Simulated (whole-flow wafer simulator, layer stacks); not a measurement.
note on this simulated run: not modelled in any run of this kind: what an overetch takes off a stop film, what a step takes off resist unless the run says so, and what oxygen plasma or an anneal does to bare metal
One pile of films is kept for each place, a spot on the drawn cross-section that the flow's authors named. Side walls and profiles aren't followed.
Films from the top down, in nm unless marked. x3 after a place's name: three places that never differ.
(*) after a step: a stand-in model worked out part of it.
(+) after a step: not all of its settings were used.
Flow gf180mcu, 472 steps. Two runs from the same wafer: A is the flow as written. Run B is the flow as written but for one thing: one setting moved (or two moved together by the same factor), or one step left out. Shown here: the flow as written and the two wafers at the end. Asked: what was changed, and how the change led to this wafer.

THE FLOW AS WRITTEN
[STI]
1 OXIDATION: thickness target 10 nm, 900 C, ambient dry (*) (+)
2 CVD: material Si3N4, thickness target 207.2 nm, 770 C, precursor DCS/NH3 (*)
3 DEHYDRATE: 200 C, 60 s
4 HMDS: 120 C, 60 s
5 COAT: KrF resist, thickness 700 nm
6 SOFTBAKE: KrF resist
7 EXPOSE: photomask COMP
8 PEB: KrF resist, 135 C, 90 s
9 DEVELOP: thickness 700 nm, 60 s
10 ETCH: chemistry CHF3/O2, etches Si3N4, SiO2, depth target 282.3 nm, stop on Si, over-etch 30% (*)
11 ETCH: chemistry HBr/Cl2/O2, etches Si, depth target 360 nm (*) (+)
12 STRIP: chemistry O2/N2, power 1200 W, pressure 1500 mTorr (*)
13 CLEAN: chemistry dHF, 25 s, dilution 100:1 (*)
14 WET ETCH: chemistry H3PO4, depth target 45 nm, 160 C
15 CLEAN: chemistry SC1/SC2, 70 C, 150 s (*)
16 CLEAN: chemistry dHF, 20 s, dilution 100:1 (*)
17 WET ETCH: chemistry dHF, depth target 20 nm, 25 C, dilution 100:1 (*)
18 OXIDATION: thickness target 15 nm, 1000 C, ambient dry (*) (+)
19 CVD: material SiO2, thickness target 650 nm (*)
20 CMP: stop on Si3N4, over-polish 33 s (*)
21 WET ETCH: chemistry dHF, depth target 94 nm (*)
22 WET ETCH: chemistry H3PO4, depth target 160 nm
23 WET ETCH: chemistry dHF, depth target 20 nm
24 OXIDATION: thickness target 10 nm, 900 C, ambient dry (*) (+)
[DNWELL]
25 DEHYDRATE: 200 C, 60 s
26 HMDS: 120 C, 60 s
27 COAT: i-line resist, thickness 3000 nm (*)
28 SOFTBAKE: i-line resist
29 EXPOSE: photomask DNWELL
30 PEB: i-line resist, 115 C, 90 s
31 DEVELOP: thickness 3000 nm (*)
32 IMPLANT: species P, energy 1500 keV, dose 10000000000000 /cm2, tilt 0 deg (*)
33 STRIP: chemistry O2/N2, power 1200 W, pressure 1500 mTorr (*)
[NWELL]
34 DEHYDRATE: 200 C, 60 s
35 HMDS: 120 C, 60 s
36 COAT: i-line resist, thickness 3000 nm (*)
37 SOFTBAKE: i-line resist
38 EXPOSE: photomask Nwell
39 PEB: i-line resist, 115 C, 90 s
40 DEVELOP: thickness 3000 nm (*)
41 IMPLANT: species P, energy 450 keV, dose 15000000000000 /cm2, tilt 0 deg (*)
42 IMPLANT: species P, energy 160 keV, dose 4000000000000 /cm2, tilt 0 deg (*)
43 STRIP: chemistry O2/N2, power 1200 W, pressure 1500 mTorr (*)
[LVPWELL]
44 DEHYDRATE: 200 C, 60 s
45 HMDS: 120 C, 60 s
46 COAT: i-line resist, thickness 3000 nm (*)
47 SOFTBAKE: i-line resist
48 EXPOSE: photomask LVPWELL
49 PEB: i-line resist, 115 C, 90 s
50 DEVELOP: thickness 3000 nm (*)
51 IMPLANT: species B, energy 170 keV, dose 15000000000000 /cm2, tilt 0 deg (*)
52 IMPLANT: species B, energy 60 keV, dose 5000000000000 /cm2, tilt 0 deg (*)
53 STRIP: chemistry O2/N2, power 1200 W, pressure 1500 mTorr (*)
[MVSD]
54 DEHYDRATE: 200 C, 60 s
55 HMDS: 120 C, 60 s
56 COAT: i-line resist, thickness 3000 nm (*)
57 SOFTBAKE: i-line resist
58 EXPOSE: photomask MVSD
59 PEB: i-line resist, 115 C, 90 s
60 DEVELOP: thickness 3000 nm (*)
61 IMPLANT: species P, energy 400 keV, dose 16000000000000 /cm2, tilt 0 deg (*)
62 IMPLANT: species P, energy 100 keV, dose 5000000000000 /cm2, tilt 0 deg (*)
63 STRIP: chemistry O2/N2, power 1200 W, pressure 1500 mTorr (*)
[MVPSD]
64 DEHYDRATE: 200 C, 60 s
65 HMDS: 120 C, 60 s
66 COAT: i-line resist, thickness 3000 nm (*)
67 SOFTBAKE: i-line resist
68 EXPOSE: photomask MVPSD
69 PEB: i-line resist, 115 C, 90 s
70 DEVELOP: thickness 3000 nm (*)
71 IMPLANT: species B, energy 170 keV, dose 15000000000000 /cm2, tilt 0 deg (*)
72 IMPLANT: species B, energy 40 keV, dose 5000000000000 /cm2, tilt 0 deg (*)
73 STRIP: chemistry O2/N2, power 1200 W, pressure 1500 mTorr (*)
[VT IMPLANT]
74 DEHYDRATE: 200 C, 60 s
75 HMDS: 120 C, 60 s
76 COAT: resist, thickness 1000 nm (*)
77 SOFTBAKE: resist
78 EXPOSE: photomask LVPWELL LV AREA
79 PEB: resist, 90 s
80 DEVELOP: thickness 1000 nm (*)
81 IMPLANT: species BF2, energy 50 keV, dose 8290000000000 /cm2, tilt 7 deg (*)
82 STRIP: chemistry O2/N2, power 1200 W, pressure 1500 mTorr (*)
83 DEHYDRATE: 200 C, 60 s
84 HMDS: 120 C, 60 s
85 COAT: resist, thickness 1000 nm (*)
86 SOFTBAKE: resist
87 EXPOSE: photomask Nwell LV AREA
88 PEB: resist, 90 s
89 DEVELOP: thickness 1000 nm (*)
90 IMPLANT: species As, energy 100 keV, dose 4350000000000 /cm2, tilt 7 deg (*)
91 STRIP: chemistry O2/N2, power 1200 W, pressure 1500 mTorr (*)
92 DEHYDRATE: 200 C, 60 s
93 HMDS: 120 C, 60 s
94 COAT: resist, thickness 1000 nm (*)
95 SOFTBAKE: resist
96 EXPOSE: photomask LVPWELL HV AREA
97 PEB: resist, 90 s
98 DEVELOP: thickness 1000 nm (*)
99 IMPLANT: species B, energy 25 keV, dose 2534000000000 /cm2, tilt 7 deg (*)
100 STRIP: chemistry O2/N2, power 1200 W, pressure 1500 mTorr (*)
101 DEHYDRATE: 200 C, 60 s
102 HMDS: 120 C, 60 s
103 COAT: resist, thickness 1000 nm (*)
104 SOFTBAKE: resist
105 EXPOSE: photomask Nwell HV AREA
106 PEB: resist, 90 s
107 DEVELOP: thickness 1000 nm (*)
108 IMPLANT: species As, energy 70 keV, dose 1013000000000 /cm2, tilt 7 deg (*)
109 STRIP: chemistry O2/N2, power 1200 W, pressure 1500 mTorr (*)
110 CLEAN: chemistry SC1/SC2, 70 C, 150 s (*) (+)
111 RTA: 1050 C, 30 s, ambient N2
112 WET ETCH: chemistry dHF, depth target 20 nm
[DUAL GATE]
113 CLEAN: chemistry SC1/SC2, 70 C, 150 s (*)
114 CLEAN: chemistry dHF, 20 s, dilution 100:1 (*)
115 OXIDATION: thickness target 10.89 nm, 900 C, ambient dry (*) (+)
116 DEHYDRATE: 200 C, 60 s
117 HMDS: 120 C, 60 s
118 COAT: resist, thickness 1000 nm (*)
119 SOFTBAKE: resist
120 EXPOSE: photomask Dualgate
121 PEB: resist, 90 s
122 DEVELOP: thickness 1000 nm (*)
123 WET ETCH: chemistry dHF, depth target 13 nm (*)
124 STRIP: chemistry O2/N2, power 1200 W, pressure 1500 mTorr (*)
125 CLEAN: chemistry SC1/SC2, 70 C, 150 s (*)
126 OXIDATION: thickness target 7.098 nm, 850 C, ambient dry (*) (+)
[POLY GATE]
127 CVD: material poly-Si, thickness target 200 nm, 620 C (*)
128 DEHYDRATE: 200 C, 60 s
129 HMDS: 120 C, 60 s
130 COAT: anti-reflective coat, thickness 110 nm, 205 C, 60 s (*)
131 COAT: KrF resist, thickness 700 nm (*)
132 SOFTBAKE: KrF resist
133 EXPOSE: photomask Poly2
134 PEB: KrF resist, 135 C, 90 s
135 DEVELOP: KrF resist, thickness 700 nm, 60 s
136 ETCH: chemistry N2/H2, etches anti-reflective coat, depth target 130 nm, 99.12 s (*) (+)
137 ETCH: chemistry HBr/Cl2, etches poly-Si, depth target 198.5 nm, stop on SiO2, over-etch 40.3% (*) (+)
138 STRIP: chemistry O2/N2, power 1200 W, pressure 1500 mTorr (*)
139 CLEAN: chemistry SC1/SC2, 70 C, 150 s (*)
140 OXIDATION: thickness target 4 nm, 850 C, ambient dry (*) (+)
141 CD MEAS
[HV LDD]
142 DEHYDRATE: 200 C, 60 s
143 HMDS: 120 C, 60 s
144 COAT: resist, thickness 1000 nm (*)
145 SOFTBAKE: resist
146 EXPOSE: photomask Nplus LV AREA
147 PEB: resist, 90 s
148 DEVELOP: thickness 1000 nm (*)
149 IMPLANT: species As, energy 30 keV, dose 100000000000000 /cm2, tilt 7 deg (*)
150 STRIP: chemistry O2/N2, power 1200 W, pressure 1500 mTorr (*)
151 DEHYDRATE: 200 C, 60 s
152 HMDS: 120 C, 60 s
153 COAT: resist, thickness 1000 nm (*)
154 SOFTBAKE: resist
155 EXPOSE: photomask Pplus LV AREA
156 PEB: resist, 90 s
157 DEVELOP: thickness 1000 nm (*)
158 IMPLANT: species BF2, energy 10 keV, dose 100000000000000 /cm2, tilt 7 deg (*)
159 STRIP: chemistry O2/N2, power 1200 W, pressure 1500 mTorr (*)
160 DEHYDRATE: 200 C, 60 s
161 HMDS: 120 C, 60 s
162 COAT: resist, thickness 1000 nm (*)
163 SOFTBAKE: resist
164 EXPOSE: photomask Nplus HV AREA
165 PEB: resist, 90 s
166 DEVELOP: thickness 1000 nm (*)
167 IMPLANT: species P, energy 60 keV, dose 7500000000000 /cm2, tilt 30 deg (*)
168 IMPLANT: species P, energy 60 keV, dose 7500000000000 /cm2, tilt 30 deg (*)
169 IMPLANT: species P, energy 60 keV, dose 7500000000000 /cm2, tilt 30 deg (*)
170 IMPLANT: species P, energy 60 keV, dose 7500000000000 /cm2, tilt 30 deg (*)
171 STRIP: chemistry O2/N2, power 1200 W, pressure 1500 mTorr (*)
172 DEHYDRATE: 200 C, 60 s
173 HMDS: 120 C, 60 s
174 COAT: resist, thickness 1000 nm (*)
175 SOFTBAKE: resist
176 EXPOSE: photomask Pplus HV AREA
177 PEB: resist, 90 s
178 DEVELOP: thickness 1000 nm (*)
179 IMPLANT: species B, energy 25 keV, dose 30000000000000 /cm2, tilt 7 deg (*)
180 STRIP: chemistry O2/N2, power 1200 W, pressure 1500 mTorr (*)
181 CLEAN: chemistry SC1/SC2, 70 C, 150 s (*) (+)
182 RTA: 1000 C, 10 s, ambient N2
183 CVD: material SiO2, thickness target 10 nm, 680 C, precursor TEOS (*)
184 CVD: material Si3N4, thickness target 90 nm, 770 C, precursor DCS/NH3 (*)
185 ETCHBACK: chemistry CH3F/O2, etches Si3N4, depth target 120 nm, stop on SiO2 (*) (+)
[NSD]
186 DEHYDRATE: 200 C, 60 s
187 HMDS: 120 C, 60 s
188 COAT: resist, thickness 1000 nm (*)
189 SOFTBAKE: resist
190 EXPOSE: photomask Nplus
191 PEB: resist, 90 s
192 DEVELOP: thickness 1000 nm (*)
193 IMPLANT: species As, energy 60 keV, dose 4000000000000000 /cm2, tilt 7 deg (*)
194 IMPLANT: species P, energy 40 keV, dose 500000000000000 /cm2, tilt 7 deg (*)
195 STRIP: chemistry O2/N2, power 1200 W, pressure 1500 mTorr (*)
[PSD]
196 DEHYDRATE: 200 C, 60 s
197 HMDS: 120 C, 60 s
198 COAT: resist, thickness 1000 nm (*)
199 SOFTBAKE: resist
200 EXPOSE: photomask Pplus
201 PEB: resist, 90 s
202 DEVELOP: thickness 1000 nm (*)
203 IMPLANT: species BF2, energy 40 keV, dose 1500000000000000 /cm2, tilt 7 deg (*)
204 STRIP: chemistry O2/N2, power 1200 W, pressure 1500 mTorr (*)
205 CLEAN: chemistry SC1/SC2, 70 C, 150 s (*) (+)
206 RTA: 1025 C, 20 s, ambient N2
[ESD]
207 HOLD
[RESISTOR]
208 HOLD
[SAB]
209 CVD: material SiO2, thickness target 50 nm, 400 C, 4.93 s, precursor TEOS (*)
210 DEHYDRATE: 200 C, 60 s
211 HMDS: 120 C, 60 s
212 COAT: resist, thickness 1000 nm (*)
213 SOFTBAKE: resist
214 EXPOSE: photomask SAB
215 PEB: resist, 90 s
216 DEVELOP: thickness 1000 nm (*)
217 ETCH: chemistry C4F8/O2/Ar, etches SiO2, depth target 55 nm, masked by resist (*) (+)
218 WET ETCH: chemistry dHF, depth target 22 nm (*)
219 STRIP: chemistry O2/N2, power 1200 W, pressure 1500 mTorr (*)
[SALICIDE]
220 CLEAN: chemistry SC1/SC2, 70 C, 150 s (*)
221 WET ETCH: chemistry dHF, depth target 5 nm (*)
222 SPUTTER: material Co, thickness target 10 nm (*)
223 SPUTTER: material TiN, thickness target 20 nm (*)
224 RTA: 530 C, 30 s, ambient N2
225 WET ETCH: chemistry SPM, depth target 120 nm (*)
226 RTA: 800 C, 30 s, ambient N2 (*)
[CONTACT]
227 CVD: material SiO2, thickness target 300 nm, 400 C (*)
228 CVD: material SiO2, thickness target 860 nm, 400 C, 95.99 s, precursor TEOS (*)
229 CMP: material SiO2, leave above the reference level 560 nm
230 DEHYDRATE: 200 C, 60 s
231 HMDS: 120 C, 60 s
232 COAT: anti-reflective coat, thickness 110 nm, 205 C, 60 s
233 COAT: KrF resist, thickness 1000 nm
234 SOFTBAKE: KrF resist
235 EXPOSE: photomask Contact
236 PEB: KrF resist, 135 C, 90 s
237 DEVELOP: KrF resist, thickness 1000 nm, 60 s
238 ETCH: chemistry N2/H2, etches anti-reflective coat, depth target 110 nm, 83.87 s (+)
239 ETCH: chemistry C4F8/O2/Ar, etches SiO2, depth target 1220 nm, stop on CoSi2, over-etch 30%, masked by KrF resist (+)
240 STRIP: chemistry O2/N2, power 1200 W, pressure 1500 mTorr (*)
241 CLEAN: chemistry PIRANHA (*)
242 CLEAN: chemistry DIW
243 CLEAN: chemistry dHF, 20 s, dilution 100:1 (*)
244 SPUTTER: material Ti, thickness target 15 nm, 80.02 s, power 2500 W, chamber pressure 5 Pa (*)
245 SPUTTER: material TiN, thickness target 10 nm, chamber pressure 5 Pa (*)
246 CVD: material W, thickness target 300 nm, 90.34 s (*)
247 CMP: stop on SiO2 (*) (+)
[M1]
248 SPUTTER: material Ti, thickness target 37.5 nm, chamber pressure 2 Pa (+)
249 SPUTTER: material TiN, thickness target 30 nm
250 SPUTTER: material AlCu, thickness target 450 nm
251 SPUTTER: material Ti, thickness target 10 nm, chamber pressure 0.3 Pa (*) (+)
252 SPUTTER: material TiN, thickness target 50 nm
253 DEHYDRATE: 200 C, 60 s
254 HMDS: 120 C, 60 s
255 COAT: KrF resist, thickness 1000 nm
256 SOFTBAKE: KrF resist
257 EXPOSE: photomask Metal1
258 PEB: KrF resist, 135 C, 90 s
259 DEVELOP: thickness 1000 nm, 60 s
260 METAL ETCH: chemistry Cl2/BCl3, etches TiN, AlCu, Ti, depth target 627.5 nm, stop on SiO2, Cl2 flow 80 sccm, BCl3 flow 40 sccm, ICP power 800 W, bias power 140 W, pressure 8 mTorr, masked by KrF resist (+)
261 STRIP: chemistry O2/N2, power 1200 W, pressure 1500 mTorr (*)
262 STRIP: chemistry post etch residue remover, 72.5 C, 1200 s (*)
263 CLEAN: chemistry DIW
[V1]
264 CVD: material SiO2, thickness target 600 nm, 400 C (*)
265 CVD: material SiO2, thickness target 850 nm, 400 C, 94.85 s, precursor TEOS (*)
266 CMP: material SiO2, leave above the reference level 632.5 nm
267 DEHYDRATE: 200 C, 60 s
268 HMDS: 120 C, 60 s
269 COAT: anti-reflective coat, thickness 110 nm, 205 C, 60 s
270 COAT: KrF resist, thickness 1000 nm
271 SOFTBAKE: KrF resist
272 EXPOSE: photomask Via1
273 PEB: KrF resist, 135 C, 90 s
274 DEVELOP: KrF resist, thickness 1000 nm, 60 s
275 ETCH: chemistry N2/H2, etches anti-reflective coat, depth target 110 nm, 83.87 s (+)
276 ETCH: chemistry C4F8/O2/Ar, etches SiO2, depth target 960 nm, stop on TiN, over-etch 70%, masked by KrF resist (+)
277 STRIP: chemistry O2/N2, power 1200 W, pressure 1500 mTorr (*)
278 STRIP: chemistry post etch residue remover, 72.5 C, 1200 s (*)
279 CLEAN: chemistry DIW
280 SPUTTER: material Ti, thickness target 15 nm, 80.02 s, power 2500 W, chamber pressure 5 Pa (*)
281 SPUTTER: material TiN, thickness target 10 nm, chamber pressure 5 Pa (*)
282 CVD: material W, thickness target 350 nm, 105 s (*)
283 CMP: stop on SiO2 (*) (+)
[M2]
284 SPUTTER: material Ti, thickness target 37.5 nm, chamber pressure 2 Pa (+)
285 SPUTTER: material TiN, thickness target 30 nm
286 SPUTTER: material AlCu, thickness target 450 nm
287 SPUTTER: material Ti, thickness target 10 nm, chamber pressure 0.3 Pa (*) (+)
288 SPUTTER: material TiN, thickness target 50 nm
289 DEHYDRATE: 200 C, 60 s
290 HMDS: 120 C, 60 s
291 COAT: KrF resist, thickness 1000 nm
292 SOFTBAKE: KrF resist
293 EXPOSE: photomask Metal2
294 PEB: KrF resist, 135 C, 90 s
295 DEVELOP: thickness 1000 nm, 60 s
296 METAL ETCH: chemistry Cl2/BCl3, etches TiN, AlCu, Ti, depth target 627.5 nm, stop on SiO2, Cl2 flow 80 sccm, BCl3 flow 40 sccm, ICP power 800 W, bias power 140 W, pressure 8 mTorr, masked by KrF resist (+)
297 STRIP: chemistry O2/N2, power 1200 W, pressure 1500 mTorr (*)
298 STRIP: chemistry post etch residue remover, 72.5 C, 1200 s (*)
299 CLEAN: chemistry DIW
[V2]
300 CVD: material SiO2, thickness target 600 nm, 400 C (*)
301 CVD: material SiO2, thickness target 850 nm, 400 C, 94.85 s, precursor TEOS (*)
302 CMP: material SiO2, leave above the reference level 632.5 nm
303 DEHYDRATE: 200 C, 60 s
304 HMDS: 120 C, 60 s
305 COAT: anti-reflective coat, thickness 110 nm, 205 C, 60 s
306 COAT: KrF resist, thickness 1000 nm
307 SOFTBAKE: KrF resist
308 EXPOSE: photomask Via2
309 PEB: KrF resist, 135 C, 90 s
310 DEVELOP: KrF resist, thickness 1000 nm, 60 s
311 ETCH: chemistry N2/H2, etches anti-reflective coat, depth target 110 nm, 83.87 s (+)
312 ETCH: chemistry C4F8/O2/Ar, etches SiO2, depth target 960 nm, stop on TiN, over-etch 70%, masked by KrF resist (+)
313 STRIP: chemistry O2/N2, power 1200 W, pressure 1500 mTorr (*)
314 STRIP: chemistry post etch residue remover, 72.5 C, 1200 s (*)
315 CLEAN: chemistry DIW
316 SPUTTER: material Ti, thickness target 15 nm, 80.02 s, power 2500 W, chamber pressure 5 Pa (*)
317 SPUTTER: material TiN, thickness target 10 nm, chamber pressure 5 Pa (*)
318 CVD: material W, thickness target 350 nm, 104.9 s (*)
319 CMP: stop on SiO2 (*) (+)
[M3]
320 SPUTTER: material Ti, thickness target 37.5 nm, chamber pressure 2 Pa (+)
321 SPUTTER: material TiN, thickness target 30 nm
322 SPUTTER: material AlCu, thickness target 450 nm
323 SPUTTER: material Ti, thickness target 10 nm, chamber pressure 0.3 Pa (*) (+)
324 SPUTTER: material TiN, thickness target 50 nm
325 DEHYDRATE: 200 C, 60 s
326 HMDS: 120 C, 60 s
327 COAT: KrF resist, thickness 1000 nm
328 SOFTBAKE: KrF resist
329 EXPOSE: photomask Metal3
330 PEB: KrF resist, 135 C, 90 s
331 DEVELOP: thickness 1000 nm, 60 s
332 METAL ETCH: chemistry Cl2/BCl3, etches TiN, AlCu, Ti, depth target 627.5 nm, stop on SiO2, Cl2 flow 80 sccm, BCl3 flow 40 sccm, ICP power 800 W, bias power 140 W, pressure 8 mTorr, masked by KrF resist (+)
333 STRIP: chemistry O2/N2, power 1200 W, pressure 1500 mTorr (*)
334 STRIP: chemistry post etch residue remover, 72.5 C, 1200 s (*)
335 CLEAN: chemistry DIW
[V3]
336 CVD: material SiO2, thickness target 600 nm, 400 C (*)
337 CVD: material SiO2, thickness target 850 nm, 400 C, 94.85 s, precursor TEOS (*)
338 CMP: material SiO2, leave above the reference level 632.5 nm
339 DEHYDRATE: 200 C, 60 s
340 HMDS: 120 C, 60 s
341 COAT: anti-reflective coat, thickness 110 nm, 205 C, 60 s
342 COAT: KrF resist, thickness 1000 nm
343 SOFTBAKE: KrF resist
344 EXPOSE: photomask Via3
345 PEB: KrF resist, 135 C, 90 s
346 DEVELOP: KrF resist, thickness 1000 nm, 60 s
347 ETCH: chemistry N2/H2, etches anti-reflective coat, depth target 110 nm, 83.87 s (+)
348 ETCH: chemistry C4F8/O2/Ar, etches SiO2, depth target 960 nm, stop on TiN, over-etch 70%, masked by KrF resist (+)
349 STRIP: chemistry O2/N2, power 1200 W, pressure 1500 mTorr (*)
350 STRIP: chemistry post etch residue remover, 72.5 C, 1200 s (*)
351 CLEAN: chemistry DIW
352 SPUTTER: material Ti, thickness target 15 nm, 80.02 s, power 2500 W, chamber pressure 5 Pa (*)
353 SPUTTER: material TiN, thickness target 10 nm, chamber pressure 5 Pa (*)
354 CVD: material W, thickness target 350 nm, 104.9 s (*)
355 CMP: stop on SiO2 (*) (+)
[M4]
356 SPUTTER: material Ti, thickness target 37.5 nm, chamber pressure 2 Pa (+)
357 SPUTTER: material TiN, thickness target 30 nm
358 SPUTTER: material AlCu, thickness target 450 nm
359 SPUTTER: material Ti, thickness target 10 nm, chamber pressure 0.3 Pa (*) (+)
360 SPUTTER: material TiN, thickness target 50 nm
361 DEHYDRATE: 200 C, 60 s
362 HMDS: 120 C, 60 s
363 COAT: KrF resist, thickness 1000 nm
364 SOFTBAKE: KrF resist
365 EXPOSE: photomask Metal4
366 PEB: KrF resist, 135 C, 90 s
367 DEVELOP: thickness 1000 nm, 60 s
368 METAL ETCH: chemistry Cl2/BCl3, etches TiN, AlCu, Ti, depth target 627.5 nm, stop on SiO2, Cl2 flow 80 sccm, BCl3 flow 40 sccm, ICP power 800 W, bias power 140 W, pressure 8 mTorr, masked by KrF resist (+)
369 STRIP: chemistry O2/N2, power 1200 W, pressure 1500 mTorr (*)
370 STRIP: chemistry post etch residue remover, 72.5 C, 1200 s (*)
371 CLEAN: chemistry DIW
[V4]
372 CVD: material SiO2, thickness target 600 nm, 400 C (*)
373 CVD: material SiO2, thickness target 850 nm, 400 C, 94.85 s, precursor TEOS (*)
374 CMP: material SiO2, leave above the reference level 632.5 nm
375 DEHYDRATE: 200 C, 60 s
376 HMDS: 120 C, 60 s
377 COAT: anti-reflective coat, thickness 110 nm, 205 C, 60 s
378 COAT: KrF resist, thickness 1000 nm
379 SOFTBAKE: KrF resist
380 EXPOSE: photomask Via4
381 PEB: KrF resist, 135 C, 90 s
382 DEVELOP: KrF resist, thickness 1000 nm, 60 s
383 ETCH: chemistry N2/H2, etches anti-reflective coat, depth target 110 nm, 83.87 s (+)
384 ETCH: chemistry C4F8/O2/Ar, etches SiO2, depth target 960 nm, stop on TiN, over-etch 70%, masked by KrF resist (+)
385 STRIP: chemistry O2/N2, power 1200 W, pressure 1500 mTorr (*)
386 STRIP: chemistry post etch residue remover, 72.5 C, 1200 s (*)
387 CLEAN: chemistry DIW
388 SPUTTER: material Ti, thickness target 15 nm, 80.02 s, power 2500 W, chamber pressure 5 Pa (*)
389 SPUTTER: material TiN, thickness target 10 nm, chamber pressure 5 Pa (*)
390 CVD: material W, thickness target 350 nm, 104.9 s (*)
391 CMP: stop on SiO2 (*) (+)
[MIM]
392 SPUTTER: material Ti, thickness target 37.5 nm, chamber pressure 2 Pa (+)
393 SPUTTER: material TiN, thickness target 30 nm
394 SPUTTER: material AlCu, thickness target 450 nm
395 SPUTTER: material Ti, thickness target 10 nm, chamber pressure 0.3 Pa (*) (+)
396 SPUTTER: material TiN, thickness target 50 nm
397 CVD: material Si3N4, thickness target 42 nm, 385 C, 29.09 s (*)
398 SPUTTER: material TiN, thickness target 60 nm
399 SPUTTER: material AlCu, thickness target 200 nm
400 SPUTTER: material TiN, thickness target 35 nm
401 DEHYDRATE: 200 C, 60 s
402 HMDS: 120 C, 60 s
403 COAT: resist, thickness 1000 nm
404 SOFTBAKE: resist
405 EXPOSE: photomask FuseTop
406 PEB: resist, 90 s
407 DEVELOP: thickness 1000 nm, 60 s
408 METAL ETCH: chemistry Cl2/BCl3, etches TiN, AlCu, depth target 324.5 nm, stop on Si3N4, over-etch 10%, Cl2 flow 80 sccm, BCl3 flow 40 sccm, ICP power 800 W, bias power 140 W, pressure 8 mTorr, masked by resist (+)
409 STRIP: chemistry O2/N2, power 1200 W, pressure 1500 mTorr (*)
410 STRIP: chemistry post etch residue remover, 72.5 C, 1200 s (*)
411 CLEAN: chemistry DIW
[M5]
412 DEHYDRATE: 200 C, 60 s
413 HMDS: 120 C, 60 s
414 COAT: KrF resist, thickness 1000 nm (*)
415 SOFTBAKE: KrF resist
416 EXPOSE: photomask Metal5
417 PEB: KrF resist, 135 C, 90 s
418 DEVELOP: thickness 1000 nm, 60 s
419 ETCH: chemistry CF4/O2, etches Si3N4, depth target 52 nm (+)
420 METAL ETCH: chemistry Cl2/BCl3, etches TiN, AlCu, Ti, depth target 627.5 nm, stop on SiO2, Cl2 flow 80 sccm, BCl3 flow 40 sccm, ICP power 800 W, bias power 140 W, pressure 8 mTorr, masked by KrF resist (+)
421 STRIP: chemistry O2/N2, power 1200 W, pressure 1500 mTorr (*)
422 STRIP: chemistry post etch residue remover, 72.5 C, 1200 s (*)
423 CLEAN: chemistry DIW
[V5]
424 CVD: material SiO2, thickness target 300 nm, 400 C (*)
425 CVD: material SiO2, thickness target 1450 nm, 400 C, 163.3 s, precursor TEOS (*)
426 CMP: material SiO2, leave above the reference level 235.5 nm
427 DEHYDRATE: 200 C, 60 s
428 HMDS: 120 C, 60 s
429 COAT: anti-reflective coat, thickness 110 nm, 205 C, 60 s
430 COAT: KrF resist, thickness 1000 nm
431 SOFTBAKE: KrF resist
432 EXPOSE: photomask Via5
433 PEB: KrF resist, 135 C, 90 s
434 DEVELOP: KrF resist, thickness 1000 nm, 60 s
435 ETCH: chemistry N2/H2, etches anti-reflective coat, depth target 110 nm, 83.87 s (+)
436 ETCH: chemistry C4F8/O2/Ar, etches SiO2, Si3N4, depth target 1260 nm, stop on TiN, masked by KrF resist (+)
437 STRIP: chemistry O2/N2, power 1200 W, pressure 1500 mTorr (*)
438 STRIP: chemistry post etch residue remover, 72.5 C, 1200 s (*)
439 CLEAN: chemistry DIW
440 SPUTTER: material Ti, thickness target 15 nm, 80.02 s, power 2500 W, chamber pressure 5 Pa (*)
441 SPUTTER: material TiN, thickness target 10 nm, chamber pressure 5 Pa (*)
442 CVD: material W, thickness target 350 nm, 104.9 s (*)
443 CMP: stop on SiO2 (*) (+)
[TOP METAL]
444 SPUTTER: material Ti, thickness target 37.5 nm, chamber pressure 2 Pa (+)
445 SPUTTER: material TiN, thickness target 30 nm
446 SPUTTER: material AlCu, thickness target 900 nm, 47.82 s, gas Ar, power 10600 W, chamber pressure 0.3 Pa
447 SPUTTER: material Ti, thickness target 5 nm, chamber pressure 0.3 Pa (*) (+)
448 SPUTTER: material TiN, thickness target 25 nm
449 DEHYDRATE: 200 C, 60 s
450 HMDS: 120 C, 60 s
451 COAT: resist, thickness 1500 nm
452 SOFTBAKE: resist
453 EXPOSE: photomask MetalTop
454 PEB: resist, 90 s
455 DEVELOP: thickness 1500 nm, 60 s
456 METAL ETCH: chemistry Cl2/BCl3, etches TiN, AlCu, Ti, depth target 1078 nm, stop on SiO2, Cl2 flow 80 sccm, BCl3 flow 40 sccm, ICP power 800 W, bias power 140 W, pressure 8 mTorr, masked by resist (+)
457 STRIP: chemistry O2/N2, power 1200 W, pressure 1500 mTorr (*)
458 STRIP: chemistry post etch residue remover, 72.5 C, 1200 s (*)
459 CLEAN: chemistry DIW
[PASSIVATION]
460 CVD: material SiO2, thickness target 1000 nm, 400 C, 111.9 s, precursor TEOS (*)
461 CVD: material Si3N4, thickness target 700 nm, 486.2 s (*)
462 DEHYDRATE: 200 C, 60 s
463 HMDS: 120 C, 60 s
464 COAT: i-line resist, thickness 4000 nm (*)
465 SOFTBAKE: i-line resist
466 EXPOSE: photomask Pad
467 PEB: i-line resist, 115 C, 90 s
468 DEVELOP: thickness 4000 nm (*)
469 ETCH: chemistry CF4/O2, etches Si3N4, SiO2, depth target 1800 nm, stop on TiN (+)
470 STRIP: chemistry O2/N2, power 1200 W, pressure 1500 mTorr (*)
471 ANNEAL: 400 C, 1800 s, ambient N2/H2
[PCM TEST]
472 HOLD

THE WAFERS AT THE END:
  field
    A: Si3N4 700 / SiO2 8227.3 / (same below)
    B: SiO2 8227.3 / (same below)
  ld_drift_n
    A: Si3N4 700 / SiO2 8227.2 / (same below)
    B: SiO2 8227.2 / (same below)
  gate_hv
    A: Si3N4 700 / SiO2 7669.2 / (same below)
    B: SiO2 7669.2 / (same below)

The cause: step 461, CVD: material Si3N4, thickness target 700 nm, 486.2 s (*), was left out.

How the change led to this, step by step:
  465 SOFTBAKE: i-line resist
      field__w5, field__w9: A i-line resist +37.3 | B i-line resist +32.8
      field__w11, field__w13: A i-line resist +37.9 | B i-line resist +33.7
      (and at 55 more places)
  469 ETCH: chemistry CF4/O2, etches Si3N4, SiO2, depth target 1800 nm, stop on TiN (+)
      pad: A Si3N4 -700 (all of it), SiO2 -1000 (all of it) | B SiO2 -1000 (all of it)
      field, field__w1, field__w2 and 108 more: A i-line resist -1200 | B i-line resist -1000
  470 STRIP: chemistry O2/N2, power 1200 W, pressure 1500 mTorr (*)
      iso_ptap_pw, iso_ntap_nw, iso_nw_fld and 33 more: A i-line resist -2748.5 (all of it) | B i-line resist -2948.5 (all of it)
      p_well, sti, spacer, sd_n, mim_1p0, dice_street: A i-line resist -2754.7 (all of it) | B i-line resist -2954 (all of it)
      (and at 69 more places)
